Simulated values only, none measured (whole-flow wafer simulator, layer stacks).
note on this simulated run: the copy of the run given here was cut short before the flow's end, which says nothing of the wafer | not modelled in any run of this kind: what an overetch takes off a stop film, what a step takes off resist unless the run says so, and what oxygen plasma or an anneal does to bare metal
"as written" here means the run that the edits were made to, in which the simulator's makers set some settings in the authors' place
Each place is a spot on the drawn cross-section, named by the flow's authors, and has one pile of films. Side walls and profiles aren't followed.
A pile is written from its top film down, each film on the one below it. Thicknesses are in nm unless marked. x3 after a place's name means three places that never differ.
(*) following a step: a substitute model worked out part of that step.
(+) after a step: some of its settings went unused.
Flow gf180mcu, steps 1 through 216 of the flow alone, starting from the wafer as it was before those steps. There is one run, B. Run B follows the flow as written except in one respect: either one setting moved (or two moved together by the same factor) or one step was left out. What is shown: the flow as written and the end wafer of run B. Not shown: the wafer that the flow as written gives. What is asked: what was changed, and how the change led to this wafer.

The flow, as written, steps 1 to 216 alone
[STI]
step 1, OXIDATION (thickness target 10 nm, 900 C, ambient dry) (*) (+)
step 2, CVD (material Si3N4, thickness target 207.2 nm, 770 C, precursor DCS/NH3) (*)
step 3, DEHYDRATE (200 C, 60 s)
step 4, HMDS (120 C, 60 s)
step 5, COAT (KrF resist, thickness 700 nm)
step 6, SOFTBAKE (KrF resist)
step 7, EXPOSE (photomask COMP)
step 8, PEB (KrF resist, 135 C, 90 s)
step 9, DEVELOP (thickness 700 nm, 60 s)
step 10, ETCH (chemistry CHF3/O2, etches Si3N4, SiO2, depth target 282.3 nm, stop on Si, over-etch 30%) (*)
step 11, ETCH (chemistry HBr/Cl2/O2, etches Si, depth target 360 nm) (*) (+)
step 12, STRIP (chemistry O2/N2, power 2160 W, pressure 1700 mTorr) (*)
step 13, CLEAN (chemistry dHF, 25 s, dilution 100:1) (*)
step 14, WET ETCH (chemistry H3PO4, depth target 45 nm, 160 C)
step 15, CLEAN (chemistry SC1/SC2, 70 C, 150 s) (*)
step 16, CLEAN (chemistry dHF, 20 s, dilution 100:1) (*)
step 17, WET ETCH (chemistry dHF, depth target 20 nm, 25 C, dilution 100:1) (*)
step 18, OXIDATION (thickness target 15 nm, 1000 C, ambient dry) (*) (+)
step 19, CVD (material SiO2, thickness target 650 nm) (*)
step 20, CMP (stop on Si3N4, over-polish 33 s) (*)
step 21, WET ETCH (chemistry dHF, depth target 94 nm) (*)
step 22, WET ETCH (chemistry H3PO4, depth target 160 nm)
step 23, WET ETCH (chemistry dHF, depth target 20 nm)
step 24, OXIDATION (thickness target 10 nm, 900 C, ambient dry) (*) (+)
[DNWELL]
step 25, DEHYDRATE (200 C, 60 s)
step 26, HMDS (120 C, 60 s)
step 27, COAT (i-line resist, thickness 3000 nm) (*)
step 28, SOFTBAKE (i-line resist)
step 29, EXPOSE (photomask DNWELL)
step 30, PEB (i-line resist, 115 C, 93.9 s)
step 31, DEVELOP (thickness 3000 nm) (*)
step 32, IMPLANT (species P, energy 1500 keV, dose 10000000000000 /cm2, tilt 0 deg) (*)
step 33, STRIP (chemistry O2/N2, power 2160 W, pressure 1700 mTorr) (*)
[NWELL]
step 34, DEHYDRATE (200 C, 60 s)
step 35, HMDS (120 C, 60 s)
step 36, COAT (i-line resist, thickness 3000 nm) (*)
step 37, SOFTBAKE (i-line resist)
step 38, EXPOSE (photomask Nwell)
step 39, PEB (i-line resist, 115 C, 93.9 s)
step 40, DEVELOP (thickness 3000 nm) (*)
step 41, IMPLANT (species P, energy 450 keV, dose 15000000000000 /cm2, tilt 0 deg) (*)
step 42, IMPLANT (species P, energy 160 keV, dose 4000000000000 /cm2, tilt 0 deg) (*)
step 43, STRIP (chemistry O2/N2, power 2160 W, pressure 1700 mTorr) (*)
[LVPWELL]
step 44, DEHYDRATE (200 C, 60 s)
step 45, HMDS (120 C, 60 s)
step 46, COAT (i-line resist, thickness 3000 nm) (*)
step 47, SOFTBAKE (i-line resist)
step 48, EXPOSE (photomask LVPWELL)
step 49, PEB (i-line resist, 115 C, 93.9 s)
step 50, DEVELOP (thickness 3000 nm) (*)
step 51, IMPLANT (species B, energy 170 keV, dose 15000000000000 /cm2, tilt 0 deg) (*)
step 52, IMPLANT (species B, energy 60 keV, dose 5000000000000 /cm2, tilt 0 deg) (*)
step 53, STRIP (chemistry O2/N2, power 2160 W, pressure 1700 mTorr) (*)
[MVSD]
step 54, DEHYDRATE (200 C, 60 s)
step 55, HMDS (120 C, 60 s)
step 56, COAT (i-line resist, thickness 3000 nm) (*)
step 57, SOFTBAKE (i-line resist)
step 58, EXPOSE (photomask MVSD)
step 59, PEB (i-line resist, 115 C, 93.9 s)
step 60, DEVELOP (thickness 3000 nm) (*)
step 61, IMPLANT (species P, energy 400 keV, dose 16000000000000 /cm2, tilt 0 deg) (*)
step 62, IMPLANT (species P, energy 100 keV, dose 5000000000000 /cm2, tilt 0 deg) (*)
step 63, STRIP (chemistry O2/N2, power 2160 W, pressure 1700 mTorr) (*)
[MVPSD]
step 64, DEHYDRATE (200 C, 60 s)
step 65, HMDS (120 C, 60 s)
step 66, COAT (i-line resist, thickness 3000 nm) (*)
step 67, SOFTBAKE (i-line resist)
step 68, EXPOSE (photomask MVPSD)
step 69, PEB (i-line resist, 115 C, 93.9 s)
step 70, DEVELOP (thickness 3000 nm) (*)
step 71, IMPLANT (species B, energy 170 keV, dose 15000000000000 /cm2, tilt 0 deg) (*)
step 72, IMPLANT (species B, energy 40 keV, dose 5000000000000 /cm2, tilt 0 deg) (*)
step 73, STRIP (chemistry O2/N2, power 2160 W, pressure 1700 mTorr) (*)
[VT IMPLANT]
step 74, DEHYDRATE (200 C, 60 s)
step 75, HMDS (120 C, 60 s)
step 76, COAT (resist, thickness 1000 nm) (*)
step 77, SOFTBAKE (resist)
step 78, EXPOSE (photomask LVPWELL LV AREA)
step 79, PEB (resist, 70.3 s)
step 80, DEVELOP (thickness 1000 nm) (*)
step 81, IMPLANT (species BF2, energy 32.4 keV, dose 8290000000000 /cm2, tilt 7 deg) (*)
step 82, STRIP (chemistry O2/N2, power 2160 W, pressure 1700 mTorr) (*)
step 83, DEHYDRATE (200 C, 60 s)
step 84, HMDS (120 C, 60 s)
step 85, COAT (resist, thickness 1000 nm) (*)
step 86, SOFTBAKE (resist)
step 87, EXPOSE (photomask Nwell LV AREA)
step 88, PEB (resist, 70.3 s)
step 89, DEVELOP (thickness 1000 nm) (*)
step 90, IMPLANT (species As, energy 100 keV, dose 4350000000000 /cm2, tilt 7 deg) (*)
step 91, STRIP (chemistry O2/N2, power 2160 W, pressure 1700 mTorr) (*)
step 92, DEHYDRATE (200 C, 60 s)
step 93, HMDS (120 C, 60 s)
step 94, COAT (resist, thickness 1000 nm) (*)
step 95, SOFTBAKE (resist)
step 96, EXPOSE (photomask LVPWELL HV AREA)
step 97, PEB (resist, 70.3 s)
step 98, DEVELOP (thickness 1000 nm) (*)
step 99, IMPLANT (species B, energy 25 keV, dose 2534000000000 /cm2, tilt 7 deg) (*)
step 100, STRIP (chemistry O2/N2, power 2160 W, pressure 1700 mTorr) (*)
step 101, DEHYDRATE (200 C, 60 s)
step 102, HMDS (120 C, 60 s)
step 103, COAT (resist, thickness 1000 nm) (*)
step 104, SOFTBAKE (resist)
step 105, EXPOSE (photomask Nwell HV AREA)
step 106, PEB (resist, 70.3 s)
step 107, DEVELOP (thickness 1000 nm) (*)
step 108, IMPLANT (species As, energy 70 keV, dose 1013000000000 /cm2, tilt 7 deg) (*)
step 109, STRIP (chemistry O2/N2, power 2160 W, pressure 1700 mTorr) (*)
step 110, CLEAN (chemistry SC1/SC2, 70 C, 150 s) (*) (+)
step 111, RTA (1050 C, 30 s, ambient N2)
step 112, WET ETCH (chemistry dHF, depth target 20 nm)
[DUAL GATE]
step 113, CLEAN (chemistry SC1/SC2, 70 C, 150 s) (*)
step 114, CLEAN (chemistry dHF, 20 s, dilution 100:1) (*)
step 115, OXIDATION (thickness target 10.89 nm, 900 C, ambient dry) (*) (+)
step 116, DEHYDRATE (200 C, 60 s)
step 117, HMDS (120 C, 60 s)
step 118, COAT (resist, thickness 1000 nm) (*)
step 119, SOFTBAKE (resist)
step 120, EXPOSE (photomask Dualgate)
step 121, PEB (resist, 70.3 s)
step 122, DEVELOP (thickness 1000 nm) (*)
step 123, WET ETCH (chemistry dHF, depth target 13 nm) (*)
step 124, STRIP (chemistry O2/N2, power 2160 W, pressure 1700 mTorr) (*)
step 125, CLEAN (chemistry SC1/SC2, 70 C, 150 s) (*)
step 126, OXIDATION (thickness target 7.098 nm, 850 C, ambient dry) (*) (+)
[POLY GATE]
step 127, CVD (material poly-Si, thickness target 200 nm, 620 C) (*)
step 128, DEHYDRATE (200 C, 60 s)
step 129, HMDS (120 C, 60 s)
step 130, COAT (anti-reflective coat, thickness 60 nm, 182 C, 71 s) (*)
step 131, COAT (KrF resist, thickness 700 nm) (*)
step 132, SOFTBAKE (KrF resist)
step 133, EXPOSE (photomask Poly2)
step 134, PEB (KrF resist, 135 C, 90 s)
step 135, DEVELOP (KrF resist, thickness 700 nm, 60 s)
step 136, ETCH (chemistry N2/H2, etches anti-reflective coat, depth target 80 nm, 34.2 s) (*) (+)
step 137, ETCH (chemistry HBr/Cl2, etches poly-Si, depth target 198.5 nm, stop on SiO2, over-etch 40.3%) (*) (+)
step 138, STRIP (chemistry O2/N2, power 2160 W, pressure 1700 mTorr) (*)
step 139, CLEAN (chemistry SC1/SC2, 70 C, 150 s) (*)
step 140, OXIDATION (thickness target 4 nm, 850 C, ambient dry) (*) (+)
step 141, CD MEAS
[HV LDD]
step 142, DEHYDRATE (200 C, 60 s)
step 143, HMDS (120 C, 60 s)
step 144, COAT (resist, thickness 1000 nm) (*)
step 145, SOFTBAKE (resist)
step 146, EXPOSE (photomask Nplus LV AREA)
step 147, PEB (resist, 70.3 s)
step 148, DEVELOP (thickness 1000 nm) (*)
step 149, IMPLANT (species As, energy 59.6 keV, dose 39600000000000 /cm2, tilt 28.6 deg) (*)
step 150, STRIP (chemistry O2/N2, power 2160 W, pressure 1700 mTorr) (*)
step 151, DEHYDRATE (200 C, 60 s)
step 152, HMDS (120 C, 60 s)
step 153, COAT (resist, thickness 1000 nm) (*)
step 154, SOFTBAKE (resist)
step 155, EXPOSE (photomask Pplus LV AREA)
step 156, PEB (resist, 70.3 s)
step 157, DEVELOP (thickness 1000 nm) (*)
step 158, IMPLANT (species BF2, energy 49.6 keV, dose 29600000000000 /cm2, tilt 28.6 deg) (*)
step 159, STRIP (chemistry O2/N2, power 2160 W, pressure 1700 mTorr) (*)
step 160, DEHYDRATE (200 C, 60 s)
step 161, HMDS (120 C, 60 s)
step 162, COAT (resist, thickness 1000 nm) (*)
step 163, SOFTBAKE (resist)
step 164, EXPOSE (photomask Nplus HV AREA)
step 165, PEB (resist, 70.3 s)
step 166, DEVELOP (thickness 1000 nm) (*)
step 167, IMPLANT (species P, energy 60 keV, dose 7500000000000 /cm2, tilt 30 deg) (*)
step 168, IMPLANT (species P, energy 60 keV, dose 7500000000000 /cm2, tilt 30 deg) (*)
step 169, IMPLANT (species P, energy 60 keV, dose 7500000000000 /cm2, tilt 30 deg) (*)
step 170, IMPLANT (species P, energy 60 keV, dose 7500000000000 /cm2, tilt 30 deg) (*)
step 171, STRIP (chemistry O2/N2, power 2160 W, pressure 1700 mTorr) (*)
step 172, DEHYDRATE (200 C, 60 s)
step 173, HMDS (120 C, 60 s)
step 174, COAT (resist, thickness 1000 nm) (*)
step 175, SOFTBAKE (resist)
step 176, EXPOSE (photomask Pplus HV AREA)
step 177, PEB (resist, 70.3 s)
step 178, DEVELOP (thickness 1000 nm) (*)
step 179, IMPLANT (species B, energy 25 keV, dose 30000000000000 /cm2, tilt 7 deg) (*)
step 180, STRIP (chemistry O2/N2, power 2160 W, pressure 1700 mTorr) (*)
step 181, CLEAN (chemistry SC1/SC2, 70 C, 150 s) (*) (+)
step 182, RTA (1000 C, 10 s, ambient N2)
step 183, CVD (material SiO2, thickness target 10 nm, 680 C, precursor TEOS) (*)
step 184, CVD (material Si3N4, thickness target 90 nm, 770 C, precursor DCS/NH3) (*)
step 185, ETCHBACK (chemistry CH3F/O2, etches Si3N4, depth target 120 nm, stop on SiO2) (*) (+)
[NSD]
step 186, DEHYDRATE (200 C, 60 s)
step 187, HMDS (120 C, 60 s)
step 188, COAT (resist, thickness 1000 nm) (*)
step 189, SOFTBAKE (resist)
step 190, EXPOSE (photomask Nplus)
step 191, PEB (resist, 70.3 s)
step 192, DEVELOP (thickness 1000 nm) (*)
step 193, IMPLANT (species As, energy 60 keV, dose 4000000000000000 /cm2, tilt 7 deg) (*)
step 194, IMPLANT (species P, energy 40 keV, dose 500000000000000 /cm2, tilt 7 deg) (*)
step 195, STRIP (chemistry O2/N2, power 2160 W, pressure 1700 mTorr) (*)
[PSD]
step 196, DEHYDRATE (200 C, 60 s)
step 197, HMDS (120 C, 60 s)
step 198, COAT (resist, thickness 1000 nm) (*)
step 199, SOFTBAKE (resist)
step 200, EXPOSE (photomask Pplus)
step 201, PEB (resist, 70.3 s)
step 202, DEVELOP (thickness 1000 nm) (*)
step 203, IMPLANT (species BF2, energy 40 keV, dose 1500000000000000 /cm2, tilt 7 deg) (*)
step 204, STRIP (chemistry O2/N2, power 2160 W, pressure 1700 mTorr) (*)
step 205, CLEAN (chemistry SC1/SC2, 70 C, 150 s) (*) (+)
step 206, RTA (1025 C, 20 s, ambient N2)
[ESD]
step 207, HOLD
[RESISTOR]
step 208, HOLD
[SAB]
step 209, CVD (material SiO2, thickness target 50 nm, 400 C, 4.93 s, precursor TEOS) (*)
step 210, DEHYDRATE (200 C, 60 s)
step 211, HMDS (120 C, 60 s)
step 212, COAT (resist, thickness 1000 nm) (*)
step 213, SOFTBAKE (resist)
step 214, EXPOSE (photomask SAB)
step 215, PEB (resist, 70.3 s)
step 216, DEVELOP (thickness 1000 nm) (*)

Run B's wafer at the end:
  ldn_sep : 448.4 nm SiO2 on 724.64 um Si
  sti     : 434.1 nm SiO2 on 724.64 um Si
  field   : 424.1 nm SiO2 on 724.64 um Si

Cause: step 23, WET ETCH: depth target 11.8 nm was run, while the flow as written has depth target 20 nm.

The path from the change to this, step by step:
  step 23, WET ETCH (chemistry dHF, depth target 20 nm)
      field, field_sub, sti and 34 more: SiO2 loses 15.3 (it would be, as written: SiO2 loses 26)
  step 28, SOFTBAKE (i-line resist)
      field: i-line resist gains 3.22 (it would be, as written: i-line resist gains 2.45)
      field_sub: i-line resist gains 2.46 (it would be, as written: i-line resist gains 1.87)
      (also at 34 further places)
  step 37, SOFTBAKE (i-line resist)
      field: i-line resist gains 3.22 (it would be, as written: i-line resist gains 2.45)
      field_sub: i-line resist gains 2.46 (it would be, as written: i-line resist gains 1.87)
      (also at 34 further places)
  step 47, SOFTBAKE (i-line resist)
      field: i-line resist gains 3.22 (it would be, as written: i-line resist gains 2.45)
      field_sub: i-line resist gains 2.46 (it would be, as written: i-line resist gains 1.87)
      (also at 34 further places)
  step 57, SOFTBAKE (i-line resist)
      field: i-line resist gains 3.22 (it would be, as written: i-line resist gains 2.45)
      field_sub: i-line resist gains 2.46 (it would be, as written: i-line resist gains 1.87)
      (also at 34 further places)
  step 67, SOFTBAKE (i-line resist)
      field: i-line resist gains 3.22 (it would be, as written: i-line resist gains 2.45)
      field_sub: i-line resist gains 2.46 (it would be, as written: i-line resist gains 1.87)
      (also at 34 further places)
  step 77, SOFTBAKE (resist)
      gate_p_hv: resist gains 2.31 (it would be, as written: resist gains 1.75)
  step 86, SOFTBAKE (resist)
      gate_p_hv: resist gains 2.31 (it would be, as written: resist gains 1.75)
  step 95, SOFTBAKE (resist)
      gate_p_hv: resist gains 2.31 (it would be, as written: resist gains 1.75)
  step 104, SOFTBAKE (resist)
      gate_p_hv: resist gains 2.31 (it would be, as written: resist gains 1.75)
  step 119, SOFTBAKE (resist)
      gate_p_hv: resist gains 1.38 (it would be, as written: resist gains 0.83)
  step 130, COAT (anti-reflective coat, thickness 60 nm, 182 C, 71 s) (*)
      p_well, spacer, sd_n: anti-reflective coat gains 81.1 (new film) (it would be, as written: anti-reflective coat gains 70.9 (new film))
      ldn_fp, ldp_fp: anti-reflective coat gains 43.3 (new film) (it would be, as written: anti-reflective coat gains 48.5 (new film))
      (also at 69 further places)
  step 136, ETCH (chemistry N2/H2, etches anti-reflective coat, depth target 80 nm, 34.2 s) (*) (+)
      p_well, spacer, sd_n: anti-reflective coat loses 81.1 (all of it), poly-Si loses 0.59 (it would be, as written: anti-reflective coat loses 70.9 (all of it), poly-Si loses 0.85)
      field: anti-reflective coat loses 58.1 (all of it), poly-Si loses 1.18 (it would be, as written: anti-reflective coat loses 61.5 (all of it), poly-Si loses 1.09)
      (also at 49 further places)
  step 138, STRIP (chemistry O2/N2, power 2160 W, pressure 1700 mTorr) (*)
      gate: chemical SiO2 gains 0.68 (new film), KrF resist loses 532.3 (all of it), anti-reflective coat loses 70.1 (all of it), poly-Si loses 0.3 (it would be, as written: chemical SiO2 gains 0.68 (new film), KrF resist loses 531.7 (all of it), anti-reflective coat loses 65.5 (all of it), poly-Si loses 0.3)
      gate_hv: chemical SiO2 gains 0.68 (new film), KrF resist loses 530.6 (all of it), anti-reflective coat loses 62.7 (all of it), poly-Si loses 0.3 (it would be, as written: chemical SiO2 gains 0.68 (new film), KrF resist loses 528.4 (all of it), anti-reflective coat loses 61 (all of it), poly-Si loses 0.3)
      (also at 19 further places)
  step 145, SOFTBAKE (resist)
      gate_p_hv: resist loses 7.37 (it would be, as written: resist loses 7.98)
  step 154, SOFTBAKE (resist)
      gate_p_hv: resist loses 7.37 (it would be, as written: resist loses 7.98)
  ... 5 other steps ...
  step 213, SOFTBAKE (resist)
      gate_p_hv: resist loses 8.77 (it would be, as written: resist loses 9.34)
      ldn_ch: resist loses 8.82 (it would be, as written: resist loses 9.33)
      (also at 1 further place)
